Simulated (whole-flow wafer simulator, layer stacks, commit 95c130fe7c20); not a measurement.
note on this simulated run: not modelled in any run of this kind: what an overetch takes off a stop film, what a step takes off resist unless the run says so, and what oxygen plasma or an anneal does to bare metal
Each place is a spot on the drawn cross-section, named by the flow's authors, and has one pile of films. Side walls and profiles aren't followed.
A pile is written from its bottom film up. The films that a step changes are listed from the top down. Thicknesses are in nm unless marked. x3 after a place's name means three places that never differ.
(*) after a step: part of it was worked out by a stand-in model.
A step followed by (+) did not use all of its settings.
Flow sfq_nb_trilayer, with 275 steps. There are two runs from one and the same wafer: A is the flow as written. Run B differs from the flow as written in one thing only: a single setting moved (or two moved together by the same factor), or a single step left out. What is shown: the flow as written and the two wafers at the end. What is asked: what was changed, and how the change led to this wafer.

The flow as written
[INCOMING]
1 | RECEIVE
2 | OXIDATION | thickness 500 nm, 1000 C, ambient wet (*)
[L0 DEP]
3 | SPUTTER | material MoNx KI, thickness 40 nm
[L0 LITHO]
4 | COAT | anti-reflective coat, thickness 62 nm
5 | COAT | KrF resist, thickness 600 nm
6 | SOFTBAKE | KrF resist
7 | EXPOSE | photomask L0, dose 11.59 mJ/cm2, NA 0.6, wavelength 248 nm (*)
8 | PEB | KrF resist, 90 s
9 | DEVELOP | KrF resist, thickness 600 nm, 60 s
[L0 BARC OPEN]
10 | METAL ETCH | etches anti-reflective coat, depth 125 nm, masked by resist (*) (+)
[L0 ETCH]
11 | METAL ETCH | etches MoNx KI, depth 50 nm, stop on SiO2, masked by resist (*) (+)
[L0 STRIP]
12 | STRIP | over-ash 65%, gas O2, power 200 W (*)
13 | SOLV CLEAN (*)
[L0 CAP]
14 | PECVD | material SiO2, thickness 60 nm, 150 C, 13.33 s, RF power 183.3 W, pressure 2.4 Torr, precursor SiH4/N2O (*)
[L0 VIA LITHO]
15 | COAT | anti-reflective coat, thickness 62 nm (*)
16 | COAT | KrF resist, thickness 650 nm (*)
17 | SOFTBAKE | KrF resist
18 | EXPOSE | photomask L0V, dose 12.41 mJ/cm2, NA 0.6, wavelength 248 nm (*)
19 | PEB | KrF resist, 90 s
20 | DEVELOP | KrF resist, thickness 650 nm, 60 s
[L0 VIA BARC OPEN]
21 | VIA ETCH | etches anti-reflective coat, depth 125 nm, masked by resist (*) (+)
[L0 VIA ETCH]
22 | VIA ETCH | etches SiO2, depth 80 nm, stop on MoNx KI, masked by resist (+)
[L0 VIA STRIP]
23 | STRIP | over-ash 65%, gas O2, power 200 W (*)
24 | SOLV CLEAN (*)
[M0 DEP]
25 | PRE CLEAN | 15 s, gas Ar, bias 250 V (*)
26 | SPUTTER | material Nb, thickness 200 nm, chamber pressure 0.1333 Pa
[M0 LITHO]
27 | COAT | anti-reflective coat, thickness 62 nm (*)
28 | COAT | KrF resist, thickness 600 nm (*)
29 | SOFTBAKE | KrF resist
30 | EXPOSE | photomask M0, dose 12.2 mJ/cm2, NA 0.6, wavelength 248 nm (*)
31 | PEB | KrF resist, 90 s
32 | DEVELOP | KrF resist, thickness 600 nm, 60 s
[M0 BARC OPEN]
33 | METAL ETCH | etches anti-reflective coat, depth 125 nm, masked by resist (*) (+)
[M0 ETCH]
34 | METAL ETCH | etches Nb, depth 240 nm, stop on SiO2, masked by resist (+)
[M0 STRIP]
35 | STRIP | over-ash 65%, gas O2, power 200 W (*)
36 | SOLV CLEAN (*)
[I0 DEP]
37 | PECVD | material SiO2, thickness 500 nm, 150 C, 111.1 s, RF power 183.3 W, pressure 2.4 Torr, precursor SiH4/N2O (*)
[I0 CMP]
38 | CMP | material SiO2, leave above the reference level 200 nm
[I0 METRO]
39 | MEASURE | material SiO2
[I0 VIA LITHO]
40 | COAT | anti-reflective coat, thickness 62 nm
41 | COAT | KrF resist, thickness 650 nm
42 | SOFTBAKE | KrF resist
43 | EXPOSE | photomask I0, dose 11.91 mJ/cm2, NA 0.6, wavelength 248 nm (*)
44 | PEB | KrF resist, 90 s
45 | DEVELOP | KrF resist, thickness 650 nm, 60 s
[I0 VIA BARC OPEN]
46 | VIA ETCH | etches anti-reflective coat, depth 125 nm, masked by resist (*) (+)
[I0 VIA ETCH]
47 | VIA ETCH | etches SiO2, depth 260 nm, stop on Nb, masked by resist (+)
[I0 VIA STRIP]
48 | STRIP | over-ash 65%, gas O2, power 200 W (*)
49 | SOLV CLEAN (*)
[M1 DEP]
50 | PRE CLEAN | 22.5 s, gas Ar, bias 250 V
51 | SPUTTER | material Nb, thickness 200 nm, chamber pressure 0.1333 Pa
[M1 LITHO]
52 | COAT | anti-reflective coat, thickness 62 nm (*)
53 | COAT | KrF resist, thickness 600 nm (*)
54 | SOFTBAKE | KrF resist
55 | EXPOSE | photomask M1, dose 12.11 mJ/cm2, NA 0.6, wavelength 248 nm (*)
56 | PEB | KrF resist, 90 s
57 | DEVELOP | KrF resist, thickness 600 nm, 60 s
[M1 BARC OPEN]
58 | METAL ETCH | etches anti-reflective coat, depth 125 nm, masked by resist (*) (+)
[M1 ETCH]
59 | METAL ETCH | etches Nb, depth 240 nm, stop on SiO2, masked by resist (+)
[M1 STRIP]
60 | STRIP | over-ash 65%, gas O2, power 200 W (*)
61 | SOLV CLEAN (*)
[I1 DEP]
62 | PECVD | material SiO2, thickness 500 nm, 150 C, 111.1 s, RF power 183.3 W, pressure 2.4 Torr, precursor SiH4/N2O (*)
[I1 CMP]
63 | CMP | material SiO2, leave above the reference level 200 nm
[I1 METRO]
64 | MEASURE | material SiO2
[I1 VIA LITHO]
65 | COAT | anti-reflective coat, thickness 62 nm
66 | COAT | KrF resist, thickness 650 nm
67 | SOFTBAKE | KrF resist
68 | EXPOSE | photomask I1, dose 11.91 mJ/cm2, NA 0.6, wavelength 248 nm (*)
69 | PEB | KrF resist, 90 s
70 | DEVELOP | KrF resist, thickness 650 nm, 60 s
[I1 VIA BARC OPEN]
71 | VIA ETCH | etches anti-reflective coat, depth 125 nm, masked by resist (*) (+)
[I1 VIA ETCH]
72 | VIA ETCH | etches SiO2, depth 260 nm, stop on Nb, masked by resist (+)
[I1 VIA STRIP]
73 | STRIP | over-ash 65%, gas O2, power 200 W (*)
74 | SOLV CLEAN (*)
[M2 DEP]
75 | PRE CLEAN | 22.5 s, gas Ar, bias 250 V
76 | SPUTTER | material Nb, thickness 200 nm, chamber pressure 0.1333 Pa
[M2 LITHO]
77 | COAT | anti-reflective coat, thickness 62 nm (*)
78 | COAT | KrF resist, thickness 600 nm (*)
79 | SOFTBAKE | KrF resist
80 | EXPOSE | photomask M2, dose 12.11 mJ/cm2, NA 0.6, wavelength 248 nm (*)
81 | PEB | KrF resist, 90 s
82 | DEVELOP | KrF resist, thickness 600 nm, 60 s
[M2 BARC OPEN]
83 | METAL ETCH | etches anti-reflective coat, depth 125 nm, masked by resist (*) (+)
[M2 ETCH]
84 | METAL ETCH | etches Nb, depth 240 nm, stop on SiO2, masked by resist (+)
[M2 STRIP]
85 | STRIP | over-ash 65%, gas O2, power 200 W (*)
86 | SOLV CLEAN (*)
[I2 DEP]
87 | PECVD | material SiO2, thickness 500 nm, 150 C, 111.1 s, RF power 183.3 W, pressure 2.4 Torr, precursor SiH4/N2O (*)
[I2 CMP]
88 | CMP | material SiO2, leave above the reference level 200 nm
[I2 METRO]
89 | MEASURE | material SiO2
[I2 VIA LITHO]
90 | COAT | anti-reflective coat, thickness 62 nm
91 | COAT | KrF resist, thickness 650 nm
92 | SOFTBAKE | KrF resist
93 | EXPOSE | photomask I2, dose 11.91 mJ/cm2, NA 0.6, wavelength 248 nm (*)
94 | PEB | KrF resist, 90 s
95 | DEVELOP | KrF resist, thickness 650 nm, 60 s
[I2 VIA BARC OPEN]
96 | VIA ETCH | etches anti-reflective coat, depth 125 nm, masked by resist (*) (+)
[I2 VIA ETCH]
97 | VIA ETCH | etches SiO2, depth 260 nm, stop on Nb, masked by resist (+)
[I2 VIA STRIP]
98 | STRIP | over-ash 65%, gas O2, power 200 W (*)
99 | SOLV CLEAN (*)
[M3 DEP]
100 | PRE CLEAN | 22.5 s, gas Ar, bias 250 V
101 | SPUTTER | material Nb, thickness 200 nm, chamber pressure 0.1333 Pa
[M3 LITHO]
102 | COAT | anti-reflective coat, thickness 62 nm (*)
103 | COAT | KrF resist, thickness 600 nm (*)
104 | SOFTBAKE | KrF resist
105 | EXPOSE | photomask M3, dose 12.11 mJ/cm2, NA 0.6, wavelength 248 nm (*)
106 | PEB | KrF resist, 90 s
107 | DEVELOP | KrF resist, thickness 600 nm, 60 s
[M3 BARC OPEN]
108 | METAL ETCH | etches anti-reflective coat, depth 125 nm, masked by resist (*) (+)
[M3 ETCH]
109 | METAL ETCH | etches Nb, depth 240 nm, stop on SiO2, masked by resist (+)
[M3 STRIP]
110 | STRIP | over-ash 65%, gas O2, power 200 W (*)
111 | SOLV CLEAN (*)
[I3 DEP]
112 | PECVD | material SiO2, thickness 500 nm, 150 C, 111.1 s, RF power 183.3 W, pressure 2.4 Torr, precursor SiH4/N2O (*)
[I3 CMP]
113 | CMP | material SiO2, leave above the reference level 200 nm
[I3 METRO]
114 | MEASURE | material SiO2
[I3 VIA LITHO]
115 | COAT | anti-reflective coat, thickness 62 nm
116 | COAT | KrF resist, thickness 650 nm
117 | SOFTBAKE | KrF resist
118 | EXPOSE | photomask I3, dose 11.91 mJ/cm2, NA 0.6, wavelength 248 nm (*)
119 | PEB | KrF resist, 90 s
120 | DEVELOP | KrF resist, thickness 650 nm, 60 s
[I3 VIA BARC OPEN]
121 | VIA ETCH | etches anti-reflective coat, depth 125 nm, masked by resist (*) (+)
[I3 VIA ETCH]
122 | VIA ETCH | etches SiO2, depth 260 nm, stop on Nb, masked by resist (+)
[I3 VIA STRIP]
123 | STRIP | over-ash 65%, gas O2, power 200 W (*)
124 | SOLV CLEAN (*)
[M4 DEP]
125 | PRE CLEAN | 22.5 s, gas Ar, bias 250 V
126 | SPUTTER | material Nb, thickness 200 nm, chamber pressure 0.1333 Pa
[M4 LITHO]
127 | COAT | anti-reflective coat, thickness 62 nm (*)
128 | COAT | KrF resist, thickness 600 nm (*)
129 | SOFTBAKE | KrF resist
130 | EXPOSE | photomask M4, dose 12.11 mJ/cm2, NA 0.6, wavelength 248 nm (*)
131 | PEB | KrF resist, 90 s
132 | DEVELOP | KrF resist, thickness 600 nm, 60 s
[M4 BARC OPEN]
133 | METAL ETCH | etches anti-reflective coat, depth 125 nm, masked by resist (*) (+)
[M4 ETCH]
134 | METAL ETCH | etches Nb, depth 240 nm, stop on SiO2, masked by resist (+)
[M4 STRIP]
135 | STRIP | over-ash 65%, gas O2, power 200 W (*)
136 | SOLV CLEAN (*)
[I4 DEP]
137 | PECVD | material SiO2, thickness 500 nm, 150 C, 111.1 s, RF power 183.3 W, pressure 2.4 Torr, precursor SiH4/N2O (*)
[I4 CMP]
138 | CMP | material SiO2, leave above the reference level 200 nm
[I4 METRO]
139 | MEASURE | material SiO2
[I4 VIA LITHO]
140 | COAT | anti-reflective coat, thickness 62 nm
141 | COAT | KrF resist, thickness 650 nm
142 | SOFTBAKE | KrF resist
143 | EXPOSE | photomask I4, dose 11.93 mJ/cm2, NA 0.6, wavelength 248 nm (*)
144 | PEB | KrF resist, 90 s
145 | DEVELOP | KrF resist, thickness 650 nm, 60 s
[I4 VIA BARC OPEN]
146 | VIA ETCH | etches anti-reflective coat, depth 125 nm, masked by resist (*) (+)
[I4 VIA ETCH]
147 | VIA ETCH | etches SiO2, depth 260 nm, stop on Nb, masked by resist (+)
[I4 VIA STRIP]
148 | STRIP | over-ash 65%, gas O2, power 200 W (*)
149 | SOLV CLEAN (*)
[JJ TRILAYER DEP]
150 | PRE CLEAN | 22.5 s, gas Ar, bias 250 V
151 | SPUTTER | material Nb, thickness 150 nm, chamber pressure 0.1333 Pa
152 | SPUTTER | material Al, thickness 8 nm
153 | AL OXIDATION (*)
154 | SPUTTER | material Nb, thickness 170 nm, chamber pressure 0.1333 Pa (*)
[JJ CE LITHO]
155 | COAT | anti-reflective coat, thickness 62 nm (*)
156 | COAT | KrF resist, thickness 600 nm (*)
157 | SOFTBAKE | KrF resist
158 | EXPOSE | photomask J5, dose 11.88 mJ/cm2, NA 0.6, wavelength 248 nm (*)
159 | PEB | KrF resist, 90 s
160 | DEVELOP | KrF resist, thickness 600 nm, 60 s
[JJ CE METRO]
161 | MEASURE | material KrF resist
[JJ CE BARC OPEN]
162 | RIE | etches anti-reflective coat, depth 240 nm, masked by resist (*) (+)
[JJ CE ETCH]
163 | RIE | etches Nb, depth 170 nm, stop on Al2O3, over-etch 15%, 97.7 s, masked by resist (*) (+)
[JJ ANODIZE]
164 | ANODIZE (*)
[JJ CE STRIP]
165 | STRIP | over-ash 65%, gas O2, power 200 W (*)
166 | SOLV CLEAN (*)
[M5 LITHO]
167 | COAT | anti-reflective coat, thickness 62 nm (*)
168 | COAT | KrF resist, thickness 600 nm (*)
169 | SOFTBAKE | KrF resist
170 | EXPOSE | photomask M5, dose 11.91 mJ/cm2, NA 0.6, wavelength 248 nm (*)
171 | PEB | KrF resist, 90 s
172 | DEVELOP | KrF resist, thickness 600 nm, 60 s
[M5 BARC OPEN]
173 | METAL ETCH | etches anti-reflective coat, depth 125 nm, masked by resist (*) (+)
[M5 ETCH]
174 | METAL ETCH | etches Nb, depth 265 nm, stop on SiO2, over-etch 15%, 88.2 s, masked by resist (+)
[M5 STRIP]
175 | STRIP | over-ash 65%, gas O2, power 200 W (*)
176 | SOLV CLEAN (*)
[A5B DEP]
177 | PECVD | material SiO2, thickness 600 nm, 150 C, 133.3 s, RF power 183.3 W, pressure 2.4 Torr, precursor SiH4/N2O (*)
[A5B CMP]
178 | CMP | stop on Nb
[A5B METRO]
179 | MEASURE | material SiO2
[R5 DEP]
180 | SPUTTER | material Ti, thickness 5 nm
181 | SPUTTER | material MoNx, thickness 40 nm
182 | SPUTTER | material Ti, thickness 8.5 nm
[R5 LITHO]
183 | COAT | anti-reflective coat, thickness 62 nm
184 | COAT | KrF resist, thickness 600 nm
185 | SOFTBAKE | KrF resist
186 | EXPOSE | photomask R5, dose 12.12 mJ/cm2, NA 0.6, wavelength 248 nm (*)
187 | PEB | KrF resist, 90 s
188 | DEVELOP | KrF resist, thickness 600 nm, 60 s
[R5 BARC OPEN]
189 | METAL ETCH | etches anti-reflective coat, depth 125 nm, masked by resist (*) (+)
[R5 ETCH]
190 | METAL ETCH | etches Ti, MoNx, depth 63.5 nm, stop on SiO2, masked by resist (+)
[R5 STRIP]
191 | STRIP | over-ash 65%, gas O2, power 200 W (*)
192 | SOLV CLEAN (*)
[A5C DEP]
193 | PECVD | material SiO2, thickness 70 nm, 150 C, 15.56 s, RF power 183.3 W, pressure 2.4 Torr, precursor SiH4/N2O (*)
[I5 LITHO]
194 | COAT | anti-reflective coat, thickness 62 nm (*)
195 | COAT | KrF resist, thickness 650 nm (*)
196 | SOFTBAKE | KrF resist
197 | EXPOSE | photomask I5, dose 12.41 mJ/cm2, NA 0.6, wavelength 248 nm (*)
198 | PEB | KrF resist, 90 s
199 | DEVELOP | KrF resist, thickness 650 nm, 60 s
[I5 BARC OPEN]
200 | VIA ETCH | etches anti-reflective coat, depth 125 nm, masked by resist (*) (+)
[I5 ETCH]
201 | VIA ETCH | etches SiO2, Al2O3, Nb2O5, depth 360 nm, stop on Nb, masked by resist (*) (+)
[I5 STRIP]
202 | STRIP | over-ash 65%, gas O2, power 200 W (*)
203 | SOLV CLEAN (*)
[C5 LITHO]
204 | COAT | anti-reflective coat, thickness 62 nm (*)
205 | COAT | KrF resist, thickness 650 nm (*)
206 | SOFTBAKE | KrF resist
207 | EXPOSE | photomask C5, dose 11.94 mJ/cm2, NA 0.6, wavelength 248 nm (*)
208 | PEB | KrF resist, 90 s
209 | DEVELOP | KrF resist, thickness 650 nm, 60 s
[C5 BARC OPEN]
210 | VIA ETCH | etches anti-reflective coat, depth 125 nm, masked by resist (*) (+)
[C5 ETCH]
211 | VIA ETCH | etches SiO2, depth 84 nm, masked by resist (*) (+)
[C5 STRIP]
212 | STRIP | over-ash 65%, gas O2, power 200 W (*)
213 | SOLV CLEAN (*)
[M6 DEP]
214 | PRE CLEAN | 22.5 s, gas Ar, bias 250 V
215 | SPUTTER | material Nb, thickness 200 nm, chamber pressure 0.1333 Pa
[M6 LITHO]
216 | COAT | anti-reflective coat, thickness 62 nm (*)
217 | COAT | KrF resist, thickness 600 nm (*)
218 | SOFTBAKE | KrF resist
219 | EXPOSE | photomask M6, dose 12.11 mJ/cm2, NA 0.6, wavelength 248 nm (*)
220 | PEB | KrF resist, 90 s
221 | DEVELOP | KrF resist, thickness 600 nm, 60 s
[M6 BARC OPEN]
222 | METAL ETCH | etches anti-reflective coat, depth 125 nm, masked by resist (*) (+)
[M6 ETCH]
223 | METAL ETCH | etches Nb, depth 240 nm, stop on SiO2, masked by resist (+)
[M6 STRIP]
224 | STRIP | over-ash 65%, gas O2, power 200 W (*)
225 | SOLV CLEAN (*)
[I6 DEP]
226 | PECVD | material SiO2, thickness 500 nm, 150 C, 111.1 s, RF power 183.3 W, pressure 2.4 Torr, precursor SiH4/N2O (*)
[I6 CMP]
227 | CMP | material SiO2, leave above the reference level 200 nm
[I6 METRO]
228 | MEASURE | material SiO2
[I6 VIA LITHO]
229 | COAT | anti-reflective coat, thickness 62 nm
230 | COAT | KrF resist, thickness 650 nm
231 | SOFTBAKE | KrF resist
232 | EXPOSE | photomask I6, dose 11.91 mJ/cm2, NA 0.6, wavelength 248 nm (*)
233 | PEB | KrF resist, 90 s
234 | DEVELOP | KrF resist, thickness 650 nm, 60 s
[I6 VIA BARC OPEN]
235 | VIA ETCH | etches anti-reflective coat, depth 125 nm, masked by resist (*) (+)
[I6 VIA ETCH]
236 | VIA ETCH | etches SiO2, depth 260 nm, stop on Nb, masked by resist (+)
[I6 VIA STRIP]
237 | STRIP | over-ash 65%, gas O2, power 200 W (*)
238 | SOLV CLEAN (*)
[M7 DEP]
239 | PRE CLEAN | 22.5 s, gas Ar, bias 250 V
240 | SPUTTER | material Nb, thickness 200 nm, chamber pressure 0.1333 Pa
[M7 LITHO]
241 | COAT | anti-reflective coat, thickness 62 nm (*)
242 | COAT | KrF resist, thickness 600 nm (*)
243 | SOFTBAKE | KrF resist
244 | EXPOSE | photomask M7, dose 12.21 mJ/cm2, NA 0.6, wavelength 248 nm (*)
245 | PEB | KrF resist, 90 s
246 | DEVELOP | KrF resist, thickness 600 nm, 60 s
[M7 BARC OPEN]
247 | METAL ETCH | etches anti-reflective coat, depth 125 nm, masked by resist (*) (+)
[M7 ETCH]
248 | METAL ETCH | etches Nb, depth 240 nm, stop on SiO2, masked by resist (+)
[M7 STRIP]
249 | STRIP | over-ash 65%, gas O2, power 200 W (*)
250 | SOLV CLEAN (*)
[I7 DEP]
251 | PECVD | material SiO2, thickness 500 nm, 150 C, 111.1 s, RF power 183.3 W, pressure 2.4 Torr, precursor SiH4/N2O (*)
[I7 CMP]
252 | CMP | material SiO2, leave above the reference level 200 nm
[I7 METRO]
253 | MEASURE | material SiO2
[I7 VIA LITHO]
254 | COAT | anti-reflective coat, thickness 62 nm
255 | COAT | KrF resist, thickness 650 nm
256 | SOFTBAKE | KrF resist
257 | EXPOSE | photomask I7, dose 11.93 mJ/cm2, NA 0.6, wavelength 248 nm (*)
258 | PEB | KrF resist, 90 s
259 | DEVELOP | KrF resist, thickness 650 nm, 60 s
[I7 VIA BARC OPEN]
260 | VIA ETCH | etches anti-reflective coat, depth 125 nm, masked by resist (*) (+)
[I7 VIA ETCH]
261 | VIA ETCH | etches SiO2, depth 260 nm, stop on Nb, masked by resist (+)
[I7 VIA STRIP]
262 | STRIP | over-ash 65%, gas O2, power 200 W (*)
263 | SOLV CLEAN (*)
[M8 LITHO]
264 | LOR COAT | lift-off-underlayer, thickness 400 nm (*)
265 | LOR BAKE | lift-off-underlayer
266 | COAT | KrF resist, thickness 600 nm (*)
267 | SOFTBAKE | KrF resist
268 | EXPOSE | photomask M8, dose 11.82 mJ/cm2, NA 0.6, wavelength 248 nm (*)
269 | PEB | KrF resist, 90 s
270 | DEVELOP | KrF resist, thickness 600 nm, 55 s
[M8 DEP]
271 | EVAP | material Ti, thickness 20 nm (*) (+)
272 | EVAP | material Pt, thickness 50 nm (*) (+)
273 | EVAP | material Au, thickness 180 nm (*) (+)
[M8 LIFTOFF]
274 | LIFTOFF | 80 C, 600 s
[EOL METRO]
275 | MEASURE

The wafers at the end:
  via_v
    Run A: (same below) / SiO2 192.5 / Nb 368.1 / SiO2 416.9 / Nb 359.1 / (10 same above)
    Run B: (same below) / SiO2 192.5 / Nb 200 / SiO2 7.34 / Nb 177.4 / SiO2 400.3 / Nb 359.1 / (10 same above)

What caused this: step 72, VIA ETCH: depth 185 nm was run, while the flow as written has depth 260 nm.

How this came from the change, step by step:
  72 | VIA ETCH | etches SiO2, depth 260 nm, stop on Nb, masked by resist (+)
      via_v: A -199.8 SiO2 (all of it) | B -185 SiO2
      field_l, v_sur, via_wl and 102 more: A -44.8 KrF resist | B -31.9 KrF resist
  73 | STRIP | over-ash 65%, gas O2, power 200 W (*)
      field_l, v_sur, via_wl and 102 more: A -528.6 KrF resist (all of it), -62 anti-reflective coat (all of it) | B -541.5 KrF resist (all of it), -62 anti-reflective coat (all of it)
  75 | PRE CLEAN | 22.5 s, gas Ar, bias 250 V
      via_v: A -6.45 Nb | B -7.5 SiO2
  76 | SPUTTER | material Nb, thickness 200 nm, chamber pressure 0.1333 Pa
      via_v: A +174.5 Nb | B +177.4 Nb (new film)
  77 | COAT | anti-reflective coat, thickness 62 nm (*)
      via_v: A +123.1 anti-reflective coat (new film) | B +120 anti-reflective coat (new film)
  85 | STRIP | over-ash 65%, gas O2, power 200 W (*)
      via_v: A -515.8 KrF resist (all of it), -123.1 anti-reflective coat (all of it) | B -504.5 KrF resist (all of it), -120 anti-reflective coat (all of it)
  87 | PECVD | material SiO2, thickness 500 nm, 150 C, 111.1 s, RF power 183.3 W, pressure 2.4 Torr, precursor SiH4/N2O (*)
      via_v: A +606 SiO2 (new film) | B +589.4 SiO2 (new film)
If metal films that touch count as one body, via_v has 7 bodies (between them, from the top down: SiO2 437.8; SiO2 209 / Al2O3 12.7 / Nb2O5 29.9; SiO2 425.9; SiO2 400.3; SiO2 7.34; SiO2 192.5); the flow as written gives 6 bodies (between them, from the top down: SiO2 437.8; SiO2 209 / Al2O3 12.7 / Nb2O5 29.9; SiO2 425.9; SiO2 416.9; SiO2 192.5).
